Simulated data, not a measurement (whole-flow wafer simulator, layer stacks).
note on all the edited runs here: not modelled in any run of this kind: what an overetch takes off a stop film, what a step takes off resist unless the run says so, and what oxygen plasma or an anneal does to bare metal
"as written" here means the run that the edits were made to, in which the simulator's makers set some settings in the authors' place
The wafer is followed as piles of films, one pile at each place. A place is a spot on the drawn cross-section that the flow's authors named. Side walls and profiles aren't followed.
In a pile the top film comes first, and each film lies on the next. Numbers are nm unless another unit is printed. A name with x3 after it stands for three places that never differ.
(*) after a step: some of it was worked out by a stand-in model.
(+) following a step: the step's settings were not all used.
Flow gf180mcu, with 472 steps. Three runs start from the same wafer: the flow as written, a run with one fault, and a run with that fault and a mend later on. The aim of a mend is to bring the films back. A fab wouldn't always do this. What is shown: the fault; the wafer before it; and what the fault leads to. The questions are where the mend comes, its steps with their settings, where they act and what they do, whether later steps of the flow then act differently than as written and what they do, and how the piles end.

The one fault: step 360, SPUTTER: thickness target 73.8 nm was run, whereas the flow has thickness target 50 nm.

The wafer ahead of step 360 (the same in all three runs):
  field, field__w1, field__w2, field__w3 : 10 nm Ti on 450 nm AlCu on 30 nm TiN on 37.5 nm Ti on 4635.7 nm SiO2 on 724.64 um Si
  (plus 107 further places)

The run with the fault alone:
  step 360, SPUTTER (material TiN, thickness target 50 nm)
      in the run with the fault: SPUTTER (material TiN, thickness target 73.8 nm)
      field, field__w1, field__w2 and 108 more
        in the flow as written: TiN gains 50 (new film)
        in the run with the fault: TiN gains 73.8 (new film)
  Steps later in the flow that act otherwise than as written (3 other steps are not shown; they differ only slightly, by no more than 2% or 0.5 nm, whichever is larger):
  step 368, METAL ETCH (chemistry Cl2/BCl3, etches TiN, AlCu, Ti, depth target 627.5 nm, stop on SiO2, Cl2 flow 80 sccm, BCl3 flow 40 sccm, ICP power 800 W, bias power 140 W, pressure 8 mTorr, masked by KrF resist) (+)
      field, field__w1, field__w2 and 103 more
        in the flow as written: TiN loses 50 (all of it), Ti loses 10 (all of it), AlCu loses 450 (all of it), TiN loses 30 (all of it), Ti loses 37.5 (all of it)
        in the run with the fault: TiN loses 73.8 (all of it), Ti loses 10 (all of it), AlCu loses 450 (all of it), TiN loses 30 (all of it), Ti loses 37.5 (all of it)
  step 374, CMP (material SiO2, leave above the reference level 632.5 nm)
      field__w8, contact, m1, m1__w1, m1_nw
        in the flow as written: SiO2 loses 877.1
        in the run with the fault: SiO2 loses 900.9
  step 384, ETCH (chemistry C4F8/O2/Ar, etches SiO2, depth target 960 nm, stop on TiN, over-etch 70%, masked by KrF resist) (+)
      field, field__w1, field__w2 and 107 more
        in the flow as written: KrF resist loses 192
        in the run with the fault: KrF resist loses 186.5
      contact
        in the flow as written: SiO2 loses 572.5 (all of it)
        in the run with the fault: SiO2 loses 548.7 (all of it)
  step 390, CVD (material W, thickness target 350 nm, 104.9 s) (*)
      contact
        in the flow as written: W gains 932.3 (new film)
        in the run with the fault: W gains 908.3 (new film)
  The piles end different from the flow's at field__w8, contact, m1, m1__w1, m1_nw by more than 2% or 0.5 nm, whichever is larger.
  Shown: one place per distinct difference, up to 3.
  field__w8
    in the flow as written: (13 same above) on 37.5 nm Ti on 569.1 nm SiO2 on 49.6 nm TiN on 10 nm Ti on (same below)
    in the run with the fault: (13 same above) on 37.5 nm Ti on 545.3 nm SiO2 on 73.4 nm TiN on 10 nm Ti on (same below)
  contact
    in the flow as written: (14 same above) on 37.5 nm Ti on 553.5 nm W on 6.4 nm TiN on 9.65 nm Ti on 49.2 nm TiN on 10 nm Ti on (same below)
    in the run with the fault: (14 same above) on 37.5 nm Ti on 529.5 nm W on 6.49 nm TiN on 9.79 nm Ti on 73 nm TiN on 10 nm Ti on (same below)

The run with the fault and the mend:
  The mend stands after step 360.
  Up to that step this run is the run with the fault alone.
  step 360a, METAL ETCH (chemistry Cl2/BCl3, etches TiN, AlCu, Ti, depth target 23.8 nm, Cl2 flow 80 sccm, BCl3 flow 40 sccm, ICP power 800 W, bias power 140 W, pressure 8 mTorr) (the flow's step 260, run once more with other settings)
      field, field__w1, field__w2 and 108 more
        TiN loses 23.8
  Every later step of the flow that is run acts as written at every place that is followed.
  The piles end the same as the flow's at every place that both follow.
